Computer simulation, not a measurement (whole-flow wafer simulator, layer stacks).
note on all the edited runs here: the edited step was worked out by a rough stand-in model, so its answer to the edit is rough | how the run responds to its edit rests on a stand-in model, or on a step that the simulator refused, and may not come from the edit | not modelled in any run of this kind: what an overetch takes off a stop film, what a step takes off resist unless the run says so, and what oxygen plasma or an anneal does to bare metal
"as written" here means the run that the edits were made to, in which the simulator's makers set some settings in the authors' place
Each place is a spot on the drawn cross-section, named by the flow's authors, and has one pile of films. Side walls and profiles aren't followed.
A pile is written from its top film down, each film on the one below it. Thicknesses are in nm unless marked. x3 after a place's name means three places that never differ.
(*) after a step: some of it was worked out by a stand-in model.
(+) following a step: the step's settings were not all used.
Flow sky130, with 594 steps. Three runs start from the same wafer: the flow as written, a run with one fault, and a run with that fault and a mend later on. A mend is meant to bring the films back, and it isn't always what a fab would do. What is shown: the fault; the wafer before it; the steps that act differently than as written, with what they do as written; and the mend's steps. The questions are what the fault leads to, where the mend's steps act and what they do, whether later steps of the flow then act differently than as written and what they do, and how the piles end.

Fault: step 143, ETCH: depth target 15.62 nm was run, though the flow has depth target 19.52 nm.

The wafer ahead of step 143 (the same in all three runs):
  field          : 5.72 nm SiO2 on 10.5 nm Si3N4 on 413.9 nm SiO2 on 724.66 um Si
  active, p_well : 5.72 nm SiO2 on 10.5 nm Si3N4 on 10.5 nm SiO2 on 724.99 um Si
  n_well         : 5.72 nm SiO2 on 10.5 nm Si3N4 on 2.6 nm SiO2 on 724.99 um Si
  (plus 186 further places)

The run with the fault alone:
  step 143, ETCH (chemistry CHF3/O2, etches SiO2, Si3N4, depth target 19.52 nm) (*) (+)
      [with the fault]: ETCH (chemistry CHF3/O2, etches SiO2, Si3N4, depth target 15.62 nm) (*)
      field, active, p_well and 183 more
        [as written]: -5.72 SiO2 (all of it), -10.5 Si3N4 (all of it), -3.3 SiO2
        [with the fault]: -5.72 SiO2 (all of it), -9.9 Si3N4
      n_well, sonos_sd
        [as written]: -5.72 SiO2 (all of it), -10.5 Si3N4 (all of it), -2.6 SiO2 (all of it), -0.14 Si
        [with the fault]: -5.72 SiO2 (all of it), -9.9 Si3N4
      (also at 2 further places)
  Later steps of the flow acting differently than as written (not shown: 55 more steps that differ only slightly, by at most 2% or 0.5 nm, whichever is larger):
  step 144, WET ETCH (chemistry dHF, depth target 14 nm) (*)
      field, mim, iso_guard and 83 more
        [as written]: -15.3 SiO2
        [with the fault]: -0.6 Si3N4 (all of it), -9.6 SiO2
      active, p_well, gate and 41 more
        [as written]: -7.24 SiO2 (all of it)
        [with the fault]: -0.6 Si3N4 (all of it), -8.76 SiO2
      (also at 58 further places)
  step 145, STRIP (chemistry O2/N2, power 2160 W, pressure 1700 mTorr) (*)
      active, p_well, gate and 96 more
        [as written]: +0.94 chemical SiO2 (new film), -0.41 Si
        [with the fault]: nothing
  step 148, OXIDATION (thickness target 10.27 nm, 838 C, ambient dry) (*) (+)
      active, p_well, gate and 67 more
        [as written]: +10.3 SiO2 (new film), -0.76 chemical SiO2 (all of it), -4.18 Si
        [with the fault]: +8.95 SiO2, -3.94 Si
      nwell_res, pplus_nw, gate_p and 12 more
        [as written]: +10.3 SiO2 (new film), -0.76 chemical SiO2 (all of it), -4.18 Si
        [with the fault]: +9.08 SiO2, -4 Si
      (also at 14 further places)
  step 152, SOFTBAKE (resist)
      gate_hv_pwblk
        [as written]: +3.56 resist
        [with the fault]: +4.08 resist
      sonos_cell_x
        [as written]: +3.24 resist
        [with the fault]: +3.76 resist
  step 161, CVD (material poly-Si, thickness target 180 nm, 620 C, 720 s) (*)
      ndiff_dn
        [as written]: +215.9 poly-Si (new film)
        [with the fault]: +224 poly-Si (new film)
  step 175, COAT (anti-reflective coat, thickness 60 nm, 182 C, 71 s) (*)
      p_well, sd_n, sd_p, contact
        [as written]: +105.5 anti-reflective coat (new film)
        [with the fault]: +113.1 anti-reflective coat (new film)
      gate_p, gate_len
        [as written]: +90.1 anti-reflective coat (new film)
        [with the fault]: +95.8 anti-reflective coat (new film)
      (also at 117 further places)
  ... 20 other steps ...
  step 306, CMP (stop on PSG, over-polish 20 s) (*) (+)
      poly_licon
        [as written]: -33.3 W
        [with the fault]: -41.5 W
  The piles end different from the flow's at field, mim, iso_guard and 88 more by more than 2% or 0.5 nm, whichever is larger.
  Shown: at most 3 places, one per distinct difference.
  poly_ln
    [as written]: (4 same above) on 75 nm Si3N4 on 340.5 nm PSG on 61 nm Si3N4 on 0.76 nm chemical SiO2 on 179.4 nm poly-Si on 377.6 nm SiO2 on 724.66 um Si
    [with the fault]: (4 same above) on 75 nm Si3N4 on 332.3 nm PSG on 61 nm Si3N4 on 0.76 nm chemical SiO2 on 179.4 nm poly-Si on 386.6 nm SiO2 on 724.66 um Si
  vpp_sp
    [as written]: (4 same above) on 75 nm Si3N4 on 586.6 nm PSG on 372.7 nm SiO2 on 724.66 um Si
    [with the fault]: (4 same above) on 75 nm Si3N4 on 578.4 nm PSG on 381.7 nm SiO2 on 724.66 um Si
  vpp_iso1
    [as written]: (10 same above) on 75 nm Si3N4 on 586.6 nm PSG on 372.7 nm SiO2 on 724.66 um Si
    [with the fault]: (10 same above) on 75 nm Si3N4 on 578.4 nm PSG on 381.7 nm SiO2 on 724.66 um Si

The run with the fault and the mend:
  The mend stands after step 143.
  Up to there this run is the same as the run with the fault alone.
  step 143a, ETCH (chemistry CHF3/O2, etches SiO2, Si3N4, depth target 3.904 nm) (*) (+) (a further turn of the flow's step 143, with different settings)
      field, active, p_well and 183 more
        -0.6 Si3N4 (all of it), -3.3 SiO2
      n_well, sonos_sd
        -0.6 Si3N4 (all of it), -2.6 SiO2 (all of it), -0.14 Si
      sonos_cell, sonos_cell_x
        -3.25 resist
  Later steps of the flow that are run all act as written at every place that is followed, up to a difference of at most 2% or 0.5 nm, whichever is larger.
  The piles end the same as the flow's at every place that both follow.
